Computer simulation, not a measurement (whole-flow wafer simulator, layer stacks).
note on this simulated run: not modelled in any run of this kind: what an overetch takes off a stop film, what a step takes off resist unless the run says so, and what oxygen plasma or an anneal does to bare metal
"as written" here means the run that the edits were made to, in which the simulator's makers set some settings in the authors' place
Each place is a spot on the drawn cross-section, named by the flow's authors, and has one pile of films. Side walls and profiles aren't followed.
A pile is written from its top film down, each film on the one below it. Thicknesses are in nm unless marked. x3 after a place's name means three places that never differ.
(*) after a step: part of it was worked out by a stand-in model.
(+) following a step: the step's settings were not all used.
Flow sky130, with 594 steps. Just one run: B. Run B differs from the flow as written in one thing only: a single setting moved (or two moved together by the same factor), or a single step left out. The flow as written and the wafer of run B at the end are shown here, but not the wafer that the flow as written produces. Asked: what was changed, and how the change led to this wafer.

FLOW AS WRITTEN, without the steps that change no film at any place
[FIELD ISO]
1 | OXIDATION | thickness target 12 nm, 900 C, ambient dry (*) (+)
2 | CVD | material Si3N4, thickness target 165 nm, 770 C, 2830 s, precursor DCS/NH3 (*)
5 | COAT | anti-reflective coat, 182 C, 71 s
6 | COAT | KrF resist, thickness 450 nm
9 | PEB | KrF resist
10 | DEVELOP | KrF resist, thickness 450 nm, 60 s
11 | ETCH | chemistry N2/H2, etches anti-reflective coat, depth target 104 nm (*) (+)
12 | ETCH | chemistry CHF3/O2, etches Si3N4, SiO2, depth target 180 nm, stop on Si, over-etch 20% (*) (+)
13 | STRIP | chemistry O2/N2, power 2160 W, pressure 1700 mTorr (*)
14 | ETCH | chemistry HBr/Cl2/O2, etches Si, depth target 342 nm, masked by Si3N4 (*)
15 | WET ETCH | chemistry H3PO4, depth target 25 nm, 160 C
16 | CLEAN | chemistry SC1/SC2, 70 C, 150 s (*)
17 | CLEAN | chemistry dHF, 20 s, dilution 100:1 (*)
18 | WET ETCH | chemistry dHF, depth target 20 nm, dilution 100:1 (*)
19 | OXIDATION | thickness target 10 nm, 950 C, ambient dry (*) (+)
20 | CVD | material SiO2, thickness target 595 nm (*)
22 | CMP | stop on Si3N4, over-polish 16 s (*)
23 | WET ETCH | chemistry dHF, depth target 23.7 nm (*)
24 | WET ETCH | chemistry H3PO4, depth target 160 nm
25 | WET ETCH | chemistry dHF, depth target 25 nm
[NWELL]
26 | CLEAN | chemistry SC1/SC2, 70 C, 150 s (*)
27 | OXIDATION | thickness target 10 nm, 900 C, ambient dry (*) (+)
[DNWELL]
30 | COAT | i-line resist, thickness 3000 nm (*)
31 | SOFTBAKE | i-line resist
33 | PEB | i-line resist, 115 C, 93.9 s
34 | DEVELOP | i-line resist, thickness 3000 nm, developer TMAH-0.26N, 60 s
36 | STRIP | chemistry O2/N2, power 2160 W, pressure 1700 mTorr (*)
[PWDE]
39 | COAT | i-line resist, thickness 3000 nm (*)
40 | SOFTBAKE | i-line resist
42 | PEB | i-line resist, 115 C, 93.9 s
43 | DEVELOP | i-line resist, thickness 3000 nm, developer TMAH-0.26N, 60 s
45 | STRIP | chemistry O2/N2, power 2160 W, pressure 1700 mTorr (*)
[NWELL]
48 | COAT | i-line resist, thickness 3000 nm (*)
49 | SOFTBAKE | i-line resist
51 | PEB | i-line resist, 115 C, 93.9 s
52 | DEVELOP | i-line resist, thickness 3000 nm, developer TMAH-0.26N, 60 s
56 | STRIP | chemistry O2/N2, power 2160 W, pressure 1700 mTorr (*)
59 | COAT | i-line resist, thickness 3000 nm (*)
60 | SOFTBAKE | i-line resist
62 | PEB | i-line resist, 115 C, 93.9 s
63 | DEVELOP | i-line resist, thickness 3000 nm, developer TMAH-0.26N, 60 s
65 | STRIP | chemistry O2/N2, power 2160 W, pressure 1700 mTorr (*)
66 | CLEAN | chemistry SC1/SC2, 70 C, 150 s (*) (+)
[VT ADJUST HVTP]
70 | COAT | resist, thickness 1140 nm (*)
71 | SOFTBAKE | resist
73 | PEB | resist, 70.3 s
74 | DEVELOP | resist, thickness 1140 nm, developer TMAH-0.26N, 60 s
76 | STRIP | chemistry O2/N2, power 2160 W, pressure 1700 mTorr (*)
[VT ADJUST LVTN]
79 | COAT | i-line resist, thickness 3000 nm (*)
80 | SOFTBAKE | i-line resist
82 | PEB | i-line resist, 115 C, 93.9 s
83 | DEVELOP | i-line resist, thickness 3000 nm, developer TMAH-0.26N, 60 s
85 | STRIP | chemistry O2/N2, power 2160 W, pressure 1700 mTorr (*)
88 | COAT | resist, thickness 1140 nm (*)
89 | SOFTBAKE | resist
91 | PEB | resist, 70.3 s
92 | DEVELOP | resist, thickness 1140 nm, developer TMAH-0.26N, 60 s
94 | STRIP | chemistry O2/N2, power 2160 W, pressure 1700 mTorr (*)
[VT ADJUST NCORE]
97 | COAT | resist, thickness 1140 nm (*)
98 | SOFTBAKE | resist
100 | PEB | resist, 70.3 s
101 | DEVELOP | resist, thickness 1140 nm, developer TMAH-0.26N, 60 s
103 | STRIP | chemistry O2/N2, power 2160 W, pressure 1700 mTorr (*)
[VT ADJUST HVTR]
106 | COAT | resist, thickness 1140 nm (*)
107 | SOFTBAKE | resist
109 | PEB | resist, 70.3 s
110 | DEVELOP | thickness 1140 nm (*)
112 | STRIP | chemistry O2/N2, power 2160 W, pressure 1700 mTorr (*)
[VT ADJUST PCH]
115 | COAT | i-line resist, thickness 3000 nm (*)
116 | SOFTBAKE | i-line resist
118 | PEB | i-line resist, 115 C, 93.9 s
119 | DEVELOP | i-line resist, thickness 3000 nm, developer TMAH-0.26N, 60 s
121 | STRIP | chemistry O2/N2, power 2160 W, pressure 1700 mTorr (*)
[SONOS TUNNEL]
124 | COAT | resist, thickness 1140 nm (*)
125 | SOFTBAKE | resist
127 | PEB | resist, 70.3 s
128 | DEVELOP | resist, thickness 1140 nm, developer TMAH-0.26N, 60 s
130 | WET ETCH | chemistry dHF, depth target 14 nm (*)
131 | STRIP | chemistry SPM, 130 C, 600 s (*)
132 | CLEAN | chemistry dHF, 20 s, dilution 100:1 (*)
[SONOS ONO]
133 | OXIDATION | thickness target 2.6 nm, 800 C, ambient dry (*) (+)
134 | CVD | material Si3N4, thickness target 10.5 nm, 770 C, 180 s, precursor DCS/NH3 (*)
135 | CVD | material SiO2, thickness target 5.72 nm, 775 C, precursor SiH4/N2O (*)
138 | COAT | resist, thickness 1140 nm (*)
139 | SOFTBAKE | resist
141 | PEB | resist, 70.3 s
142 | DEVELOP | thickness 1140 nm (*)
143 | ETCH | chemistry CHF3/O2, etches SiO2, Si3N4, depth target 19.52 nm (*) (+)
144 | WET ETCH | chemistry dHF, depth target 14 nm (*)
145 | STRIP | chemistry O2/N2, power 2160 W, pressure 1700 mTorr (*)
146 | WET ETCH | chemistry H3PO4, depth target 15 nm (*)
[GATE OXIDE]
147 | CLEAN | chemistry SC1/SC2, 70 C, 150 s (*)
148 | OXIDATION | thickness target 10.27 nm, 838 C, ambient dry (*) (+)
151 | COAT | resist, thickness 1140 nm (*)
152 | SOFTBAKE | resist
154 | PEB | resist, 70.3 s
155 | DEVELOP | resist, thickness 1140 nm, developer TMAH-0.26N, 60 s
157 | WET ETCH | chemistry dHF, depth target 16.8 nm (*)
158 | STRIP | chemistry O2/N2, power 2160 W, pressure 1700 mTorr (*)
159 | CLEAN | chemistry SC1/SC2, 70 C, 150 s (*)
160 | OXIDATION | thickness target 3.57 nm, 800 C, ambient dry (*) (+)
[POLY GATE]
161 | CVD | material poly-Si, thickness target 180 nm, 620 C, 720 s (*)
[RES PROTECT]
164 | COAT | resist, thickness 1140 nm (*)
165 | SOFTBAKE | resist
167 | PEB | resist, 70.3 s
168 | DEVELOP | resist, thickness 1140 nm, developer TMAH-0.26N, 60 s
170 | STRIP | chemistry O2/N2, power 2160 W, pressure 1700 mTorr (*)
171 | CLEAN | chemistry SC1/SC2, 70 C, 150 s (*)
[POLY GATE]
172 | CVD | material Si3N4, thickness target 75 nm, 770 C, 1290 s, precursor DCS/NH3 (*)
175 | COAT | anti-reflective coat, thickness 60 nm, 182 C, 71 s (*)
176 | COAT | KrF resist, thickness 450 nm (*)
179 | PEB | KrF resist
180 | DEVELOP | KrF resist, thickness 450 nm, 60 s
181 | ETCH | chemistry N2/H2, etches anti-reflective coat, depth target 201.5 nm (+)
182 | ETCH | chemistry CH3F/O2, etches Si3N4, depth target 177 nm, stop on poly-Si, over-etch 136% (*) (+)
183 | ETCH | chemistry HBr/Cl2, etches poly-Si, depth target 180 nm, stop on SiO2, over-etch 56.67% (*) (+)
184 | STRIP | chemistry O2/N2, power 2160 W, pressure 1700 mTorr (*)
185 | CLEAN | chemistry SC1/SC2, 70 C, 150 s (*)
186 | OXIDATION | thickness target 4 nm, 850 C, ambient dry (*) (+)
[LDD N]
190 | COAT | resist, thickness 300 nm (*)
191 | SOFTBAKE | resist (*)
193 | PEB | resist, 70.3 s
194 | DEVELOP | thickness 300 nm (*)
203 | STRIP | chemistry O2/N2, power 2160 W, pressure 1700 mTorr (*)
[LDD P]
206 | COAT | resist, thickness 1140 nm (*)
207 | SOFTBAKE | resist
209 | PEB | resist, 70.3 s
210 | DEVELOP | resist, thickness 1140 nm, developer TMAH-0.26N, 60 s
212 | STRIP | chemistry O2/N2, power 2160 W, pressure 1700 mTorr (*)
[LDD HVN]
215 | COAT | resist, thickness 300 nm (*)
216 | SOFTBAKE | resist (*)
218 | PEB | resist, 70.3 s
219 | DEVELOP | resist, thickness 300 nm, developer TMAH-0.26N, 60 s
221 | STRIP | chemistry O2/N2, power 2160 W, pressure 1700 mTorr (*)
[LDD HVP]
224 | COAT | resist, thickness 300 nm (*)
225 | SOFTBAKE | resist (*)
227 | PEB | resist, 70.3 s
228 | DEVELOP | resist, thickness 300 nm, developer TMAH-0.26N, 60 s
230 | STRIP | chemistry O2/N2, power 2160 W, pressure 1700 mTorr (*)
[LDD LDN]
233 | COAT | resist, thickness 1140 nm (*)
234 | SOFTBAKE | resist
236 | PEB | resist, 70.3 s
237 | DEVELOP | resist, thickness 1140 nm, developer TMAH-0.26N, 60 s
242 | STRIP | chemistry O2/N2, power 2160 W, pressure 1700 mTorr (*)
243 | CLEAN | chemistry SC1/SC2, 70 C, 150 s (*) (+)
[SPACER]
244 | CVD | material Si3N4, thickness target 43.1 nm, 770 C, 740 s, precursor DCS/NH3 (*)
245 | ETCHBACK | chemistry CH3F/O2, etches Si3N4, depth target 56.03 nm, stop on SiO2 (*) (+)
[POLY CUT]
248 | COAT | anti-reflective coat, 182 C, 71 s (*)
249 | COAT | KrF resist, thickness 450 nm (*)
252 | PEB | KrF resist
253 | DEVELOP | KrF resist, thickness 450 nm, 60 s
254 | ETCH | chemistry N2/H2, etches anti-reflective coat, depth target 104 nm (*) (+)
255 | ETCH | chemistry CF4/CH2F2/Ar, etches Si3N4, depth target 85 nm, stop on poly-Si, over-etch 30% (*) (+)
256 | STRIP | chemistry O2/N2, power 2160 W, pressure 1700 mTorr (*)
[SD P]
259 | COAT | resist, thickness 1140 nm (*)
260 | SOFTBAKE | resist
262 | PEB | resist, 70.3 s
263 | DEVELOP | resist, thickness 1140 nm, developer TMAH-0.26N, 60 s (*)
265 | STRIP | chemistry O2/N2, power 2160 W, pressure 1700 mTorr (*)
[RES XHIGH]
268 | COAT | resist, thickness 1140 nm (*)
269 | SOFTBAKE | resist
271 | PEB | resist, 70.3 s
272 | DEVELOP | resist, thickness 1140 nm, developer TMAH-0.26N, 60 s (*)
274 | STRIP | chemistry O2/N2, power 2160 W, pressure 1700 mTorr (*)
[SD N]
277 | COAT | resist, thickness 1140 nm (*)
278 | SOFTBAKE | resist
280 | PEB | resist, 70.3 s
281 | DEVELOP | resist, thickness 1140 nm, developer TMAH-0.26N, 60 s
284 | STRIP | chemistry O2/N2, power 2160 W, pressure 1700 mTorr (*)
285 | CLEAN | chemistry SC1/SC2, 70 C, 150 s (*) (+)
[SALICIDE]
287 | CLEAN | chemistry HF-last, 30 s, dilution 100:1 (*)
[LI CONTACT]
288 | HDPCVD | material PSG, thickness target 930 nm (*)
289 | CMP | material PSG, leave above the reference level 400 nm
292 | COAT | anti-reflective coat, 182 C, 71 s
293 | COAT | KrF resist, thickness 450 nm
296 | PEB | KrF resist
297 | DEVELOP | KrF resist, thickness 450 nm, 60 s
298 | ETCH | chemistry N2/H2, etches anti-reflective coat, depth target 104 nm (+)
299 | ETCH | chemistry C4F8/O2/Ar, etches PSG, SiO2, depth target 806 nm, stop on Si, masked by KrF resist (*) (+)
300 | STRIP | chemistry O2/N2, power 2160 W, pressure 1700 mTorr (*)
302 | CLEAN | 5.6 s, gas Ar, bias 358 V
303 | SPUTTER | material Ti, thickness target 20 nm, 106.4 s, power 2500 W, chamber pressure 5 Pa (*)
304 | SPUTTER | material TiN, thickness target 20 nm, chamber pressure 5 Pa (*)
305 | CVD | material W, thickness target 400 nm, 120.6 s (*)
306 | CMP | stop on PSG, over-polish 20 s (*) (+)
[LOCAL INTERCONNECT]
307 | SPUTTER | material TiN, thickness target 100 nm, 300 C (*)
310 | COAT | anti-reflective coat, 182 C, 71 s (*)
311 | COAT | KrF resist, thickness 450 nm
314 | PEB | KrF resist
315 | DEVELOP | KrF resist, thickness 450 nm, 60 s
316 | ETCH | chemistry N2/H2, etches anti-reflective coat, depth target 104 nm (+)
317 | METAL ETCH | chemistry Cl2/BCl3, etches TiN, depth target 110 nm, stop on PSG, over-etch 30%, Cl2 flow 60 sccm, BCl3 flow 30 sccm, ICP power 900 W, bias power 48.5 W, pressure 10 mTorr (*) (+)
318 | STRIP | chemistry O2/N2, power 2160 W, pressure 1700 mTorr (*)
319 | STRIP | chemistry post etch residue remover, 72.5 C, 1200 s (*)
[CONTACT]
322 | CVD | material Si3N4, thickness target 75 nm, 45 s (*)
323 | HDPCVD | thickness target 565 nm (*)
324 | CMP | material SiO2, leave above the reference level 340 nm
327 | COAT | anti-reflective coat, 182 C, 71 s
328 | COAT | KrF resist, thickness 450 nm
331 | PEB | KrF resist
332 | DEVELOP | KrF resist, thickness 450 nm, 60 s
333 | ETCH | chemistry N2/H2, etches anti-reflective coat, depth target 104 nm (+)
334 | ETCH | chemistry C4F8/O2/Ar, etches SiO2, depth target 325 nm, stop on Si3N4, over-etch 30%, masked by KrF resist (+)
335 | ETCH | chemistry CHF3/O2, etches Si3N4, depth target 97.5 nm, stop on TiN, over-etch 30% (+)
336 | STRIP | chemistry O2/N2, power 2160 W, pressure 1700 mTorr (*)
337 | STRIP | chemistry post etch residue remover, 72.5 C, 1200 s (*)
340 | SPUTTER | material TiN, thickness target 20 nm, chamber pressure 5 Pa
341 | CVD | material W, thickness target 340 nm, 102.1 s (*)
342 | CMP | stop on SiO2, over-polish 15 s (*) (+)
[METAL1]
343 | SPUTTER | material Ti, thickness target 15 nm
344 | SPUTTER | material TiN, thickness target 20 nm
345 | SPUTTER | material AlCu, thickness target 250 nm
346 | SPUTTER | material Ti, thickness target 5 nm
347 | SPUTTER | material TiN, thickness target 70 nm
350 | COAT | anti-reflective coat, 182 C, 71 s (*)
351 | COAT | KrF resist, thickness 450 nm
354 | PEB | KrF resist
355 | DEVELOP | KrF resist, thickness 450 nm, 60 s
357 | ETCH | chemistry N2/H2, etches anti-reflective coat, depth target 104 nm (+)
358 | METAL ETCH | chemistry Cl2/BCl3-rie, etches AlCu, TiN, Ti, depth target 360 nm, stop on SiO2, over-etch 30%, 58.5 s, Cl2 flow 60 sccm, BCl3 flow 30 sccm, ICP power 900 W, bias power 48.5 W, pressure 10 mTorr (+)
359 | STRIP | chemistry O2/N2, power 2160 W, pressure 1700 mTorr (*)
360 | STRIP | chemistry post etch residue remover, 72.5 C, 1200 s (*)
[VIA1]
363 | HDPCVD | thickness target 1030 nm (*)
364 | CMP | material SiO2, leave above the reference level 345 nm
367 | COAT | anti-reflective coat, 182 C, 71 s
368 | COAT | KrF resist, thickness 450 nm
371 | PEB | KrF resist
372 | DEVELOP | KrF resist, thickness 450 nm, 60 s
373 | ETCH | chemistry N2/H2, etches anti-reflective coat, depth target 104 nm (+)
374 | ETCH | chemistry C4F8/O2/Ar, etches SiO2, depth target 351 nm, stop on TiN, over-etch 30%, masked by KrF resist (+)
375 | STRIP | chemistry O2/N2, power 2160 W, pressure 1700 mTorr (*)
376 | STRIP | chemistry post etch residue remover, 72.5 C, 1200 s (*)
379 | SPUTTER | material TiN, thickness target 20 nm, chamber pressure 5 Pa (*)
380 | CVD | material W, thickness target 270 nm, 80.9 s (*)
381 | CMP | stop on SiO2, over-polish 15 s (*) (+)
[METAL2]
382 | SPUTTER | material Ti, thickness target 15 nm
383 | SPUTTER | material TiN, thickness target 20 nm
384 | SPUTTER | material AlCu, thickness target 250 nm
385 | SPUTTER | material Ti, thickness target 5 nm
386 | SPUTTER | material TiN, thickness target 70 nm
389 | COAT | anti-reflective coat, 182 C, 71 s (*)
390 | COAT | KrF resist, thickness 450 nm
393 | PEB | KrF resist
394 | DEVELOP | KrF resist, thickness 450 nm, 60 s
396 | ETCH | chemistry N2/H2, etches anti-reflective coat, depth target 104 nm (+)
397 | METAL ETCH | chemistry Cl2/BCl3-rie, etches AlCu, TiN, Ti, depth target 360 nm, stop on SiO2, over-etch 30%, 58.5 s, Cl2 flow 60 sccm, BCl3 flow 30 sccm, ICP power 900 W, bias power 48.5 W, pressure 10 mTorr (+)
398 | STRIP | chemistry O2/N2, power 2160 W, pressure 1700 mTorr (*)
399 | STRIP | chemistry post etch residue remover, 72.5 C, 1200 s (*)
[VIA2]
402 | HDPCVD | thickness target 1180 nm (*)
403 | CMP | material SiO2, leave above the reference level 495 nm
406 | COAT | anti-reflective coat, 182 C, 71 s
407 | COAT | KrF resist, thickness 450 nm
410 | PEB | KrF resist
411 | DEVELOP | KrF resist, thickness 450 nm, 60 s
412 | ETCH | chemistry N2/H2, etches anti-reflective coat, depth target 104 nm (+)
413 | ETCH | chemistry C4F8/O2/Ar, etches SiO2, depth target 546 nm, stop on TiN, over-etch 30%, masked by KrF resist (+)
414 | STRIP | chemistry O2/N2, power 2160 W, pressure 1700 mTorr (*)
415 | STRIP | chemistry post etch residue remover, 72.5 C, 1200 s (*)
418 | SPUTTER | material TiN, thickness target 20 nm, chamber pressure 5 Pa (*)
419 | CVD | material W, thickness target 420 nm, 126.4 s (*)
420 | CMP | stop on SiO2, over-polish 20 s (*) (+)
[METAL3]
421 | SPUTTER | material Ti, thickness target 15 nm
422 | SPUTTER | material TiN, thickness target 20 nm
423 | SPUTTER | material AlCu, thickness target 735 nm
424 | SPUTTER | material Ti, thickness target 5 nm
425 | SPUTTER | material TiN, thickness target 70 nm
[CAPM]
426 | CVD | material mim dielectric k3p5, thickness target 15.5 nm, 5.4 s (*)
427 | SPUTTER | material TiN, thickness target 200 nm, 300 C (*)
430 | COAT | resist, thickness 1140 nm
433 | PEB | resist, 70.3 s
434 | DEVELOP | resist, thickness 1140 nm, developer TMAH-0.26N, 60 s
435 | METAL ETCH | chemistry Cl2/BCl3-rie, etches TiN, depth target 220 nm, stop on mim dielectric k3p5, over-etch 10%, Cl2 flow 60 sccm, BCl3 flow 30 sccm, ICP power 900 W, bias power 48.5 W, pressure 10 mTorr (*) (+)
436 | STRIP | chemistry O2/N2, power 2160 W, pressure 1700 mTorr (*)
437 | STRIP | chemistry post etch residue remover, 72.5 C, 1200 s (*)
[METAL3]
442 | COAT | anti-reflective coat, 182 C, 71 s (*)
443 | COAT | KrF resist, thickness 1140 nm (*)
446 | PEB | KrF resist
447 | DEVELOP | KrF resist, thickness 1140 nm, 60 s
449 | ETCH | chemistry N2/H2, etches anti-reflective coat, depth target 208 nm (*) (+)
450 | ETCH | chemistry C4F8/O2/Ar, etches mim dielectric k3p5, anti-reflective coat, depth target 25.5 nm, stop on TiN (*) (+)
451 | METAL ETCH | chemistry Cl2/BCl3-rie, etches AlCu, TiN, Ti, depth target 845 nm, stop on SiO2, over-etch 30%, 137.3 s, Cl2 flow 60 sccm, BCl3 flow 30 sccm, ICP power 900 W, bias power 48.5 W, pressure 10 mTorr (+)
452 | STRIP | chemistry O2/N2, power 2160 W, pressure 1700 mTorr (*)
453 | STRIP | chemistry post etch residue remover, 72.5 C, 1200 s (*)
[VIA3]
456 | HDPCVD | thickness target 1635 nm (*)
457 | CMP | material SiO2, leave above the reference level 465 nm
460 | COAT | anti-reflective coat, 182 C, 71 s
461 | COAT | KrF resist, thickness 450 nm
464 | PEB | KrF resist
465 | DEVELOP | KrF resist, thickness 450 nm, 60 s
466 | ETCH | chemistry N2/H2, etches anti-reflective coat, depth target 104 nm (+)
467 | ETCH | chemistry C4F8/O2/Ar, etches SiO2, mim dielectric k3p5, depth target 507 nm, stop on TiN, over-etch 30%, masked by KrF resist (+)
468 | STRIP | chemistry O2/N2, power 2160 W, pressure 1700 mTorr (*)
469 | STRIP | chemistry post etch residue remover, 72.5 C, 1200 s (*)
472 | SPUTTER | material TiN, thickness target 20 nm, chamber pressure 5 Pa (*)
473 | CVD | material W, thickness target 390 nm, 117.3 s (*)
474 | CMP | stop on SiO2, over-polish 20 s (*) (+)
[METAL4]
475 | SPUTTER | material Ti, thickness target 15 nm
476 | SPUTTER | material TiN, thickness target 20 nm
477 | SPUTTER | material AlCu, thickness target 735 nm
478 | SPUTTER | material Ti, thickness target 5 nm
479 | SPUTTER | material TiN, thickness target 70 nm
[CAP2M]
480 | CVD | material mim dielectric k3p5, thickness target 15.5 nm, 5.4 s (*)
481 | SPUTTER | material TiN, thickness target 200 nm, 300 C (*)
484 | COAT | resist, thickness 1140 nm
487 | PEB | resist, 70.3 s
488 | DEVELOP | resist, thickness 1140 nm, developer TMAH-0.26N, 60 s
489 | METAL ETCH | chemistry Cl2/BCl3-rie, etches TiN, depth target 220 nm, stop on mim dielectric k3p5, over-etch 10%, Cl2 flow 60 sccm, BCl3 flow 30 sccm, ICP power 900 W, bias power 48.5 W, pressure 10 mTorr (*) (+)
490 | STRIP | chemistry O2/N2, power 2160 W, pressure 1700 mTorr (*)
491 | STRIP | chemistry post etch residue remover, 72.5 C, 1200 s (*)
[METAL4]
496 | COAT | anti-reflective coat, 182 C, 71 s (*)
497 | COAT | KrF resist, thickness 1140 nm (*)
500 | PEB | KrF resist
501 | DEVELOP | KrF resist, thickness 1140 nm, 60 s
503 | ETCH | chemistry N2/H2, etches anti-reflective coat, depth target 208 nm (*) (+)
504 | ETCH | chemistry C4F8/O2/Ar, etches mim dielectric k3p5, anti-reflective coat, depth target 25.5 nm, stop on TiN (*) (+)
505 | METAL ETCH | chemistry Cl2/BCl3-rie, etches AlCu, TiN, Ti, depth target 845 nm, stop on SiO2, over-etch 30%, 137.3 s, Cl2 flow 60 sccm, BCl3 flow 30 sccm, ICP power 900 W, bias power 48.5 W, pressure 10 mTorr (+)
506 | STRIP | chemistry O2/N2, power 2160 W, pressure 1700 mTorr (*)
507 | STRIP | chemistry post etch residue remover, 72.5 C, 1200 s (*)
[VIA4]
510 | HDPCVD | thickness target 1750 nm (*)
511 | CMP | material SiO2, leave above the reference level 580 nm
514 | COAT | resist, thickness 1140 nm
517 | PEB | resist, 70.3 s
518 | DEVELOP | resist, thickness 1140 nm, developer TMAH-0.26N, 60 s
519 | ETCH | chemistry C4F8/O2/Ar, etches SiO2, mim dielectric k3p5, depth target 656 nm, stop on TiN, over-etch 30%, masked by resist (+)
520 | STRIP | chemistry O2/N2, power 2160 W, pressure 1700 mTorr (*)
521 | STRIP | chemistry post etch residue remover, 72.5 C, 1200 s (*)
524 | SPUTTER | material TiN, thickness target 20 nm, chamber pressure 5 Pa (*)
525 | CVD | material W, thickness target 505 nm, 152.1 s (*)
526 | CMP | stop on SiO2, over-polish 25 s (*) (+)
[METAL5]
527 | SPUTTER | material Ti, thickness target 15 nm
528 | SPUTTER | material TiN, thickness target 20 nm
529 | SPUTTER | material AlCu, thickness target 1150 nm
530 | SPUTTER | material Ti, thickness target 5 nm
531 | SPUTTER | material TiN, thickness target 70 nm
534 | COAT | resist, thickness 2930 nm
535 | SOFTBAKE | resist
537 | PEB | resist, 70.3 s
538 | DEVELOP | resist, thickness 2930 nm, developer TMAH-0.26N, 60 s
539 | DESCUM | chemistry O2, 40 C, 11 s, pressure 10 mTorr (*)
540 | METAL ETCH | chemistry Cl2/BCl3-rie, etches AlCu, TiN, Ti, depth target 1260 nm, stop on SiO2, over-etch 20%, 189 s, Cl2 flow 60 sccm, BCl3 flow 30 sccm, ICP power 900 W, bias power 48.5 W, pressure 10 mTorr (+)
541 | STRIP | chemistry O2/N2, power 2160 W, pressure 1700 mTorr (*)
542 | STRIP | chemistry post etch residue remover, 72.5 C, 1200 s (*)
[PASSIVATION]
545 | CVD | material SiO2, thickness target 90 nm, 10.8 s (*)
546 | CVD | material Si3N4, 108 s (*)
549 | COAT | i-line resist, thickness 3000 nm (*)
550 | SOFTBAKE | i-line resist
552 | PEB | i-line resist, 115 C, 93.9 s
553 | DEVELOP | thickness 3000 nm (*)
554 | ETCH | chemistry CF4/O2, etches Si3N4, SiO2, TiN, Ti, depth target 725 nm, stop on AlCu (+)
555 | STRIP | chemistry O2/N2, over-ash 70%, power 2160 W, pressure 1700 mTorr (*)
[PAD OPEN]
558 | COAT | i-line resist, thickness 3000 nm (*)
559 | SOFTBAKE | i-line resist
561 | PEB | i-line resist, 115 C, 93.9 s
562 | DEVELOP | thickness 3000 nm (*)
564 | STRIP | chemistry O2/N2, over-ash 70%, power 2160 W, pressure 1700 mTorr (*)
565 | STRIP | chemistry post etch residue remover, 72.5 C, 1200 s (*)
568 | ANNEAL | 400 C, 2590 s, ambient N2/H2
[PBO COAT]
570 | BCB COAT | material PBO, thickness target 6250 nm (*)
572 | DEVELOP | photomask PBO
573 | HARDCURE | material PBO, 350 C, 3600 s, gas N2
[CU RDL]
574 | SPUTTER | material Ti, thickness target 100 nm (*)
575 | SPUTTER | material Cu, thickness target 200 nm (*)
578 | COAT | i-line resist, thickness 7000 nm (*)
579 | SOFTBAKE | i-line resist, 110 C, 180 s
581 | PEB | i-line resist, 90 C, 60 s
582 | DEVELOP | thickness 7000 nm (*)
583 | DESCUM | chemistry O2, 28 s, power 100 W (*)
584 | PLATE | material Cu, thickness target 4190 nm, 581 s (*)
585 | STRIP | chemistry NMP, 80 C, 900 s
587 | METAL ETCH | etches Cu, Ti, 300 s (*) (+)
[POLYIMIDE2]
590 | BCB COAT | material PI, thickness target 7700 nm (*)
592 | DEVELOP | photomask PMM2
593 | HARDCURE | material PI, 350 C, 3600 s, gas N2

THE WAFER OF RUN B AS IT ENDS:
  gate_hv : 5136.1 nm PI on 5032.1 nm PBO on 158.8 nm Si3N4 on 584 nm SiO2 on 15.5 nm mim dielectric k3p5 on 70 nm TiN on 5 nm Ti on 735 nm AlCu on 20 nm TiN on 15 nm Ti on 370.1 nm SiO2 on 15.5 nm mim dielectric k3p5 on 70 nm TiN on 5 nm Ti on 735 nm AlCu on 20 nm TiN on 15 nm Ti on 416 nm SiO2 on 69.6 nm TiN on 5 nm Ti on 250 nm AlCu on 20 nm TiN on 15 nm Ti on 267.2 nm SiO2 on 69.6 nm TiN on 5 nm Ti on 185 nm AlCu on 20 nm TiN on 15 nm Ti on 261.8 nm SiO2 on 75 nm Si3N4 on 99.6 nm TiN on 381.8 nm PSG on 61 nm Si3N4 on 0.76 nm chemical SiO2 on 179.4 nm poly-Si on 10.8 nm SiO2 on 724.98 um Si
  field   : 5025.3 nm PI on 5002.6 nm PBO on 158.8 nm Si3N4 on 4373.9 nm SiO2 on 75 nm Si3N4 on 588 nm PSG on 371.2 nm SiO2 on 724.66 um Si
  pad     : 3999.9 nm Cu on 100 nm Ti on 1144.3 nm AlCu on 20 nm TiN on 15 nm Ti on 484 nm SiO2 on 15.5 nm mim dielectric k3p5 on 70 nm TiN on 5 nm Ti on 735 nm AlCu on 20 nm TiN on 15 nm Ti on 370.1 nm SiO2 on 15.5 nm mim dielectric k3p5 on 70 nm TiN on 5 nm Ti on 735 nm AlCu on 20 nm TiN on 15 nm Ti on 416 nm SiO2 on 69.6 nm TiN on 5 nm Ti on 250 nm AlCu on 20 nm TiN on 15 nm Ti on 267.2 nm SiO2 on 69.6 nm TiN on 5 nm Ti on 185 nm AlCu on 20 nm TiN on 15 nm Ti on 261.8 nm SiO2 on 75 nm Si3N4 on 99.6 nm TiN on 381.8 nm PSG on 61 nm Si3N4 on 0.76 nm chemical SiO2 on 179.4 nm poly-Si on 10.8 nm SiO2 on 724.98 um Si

The reason: step 345, SPUTTER: thickness target 185 nm was run, though the flow has thickness target 250 nm.
One can read it off the wafer: gate_hv has AlCu 185, and step 345 as written asks for 250 nm.

Step by step, how the change led to this:
  345 | SPUTTER | material AlCu, thickness target 250 nm
      field, active, n_well and 188 more: +185 AlCu (new film) (in the flow as written it would be: +250 AlCu (new film))
  358 | METAL ETCH | chemistry Cl2/BCl3-rie, etches AlCu, TiN, Ti, depth target 360 nm, stop on SiO2, over-etch 30%, 58.5 s, Cl2 flow 60 sccm, BCl3 flow 30 sccm, ICP power 900 W, bias power 48.5 W, pressure 10 mTorr (+)
      field, active, gate and 81 more: -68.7 TiN (all of it), -5 Ti (all of it), -185 AlCu (all of it), -20 TiN (all of it), -15 Ti (all of it), -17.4 SiO2 (in the flow as written it would be: -68.7 TiN (all of it), -5 Ti (all of it), -250 AlCu (all of it), -20 TiN (all of it), -15 Ti (all of it), -10.9 SiO2)
  364 | CMP | material SiO2, leave above the reference level 345 nm
      field, active, gate and 81 more: -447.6 SiO2 (in the flow as written it would be: -389.1 SiO2)
